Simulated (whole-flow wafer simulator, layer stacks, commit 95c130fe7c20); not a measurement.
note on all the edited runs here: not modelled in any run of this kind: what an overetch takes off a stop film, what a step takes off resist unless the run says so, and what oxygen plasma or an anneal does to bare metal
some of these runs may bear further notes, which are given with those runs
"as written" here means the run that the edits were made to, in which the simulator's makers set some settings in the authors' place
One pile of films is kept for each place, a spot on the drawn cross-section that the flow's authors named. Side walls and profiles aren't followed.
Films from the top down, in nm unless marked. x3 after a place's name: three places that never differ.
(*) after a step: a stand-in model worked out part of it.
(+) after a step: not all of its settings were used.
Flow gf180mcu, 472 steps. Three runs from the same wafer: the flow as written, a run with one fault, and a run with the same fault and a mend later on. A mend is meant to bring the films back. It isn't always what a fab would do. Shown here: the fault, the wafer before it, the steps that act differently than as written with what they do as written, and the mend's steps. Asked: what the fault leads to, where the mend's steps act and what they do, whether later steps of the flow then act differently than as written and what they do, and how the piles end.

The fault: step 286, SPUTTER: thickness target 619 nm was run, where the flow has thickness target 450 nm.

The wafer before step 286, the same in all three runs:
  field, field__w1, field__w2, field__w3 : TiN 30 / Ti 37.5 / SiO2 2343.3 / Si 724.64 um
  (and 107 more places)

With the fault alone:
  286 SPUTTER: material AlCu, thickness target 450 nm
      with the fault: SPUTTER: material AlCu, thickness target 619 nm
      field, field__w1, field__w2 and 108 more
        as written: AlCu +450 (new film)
        with the fault: AlCu +619 (new film)
  Later steps of the flow that act differently than as written:
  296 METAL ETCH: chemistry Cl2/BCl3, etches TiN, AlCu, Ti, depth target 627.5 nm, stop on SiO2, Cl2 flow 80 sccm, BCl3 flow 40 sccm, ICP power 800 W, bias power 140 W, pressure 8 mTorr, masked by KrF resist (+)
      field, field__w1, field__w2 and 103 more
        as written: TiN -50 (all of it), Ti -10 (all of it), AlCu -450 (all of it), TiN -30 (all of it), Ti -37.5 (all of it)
        with the fault: TiN -50 (all of it), Ti -10 (all of it), AlCu -567.5
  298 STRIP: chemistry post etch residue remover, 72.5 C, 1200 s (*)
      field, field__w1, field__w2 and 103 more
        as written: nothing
        with the fault: AlCu -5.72
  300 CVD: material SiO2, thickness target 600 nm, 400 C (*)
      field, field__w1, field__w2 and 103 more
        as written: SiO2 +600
        with the fault: SiO2 +600 (new film)
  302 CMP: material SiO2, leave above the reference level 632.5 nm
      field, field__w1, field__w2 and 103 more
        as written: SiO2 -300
        with the fault: SiO2 -244.3
  At the end the piles differ from the flow's by more than 2% or 0.5 nm, whichever is larger, at field, field__w1, field__w2 and 109 more.
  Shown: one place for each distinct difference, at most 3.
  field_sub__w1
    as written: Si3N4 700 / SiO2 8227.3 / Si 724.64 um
    with the fault: Si3N4 700 / SiO2 5939.7 / AlCu 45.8 / TiN 30 / Ti 37.5 / SiO2 2343.2 / Si 724.64 um
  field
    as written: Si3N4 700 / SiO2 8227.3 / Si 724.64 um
    with the fault: Si3N4 700 / SiO2 5939.7 / AlCu 45.8 / TiN 30 / Ti 37.5 / SiO2 2343.3 / Si 724.64 um
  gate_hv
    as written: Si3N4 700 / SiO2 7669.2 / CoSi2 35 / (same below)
    with the fault: Si3N4 700 / SiO2 5939.7 / AlCu 45.8 / TiN 30 / Ti 37.5 / SiO2 1785.1 / CoSi2 35 / (same below)

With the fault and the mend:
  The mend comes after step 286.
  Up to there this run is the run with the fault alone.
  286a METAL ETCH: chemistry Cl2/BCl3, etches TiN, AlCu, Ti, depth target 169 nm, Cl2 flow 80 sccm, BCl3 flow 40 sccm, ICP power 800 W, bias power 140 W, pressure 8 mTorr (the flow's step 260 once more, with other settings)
      field, field__w1, field__w2 and 108 more
        AlCu -169
  No later step of the flow acts differently than as written at any place that is followed.
  At the end the piles are the same as the flow's at every place that both follow.
